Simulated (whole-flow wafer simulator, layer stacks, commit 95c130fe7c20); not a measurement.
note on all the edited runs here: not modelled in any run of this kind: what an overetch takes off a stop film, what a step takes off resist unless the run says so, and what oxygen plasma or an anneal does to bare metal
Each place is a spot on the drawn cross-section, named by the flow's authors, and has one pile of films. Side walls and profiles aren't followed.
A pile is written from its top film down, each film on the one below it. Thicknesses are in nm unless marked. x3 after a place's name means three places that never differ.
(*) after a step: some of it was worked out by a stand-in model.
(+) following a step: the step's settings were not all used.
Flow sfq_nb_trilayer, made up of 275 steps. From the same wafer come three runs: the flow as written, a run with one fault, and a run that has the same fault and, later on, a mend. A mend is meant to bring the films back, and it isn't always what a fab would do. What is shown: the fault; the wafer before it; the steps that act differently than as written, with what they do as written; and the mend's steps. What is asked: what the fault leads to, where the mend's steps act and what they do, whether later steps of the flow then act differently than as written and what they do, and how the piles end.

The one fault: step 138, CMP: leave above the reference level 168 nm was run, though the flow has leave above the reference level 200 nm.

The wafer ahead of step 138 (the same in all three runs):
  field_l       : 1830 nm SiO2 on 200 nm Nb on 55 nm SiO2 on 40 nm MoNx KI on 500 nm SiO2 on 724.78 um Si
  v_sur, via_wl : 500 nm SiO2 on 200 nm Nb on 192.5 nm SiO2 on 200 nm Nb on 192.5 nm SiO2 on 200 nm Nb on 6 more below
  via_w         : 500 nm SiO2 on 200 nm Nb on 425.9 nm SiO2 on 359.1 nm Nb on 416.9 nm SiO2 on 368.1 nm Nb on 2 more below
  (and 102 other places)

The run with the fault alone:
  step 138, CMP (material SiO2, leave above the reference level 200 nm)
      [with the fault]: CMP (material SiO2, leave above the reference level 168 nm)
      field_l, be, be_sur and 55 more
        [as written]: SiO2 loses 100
        [with the fault]: SiO2 loses 132
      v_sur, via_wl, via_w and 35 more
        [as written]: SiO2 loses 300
        [with the fault]: SiO2 loses 332
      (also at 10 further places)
  Later steps of the flow acting differently than as written (7 more steps, not shown, differ only slightly: by at most 2% or 0.5 nm, whichever is larger):
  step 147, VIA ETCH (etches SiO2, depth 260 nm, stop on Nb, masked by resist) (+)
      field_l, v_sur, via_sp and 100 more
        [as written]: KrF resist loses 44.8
        [with the fault]: KrF resist loses 43.4
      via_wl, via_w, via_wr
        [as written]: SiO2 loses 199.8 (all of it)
        [with the fault]: SiO2 loses 167.8 (all of it)
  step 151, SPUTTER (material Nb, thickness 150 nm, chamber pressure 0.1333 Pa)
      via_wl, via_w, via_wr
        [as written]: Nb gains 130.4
        [with the fault]: Nb gains 134.1
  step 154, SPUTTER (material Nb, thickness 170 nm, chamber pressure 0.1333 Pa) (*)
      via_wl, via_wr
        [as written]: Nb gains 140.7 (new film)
        [with the fault]: Nb gains 146.2 (new film)
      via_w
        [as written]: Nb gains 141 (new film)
        [with the fault]: Nb gains 146.6 (new film)
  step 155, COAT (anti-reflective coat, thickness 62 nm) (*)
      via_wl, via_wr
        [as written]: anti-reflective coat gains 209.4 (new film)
        [with the fault]: anti-reflective coat gains 178.4 (new film)
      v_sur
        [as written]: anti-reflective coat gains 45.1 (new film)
        [with the fault]: anti-reflective coat gains 46.5 (new film)
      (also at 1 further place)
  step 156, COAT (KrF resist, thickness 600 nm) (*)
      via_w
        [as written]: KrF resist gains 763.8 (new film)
        [with the fault]: KrF resist gains 733.3 (new film)
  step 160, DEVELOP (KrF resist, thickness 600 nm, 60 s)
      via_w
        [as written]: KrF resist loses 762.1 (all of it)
        [with the fault]: KrF resist loses 731.8 (all of it)
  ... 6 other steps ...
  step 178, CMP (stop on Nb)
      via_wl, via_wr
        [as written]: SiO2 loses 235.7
        [with the fault]: SiO2 loses 271.4
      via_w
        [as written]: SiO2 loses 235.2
        [with the fault]: SiO2 loses 270.9
  By the end, the piles at v_sur, via_wl, via_w and 36 more depart from the flow's by more than 2% or 0.5 nm, whichever is larger.
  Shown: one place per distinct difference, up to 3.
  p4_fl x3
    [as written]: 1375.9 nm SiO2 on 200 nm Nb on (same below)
    [with the fault]: 1343.9 nm SiO2 on 200 nm Nb on (same below)
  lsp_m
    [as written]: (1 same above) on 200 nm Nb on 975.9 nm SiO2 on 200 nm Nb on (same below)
    [with the fault]: (1 same above) on 200 nm Nb on 943.9 nm SiO2 on 200 nm Nb on (same below)
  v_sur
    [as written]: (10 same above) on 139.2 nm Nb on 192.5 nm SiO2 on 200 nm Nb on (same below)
    [with the fault]: (10 same above) on 139.2 nm Nb on 160.5 nm SiO2 on 200 nm Nb on (same below)

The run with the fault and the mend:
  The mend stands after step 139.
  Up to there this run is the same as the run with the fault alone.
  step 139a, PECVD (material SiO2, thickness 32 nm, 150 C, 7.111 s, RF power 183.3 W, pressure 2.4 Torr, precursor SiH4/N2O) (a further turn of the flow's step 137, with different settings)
      field_l, v_sur, via_wl and 103 more
        SiO2 gains 32
  None of the later steps of the flow acts differently than as written at any place that is followed.
  The piles end the same as the flow's at every place that both follow.
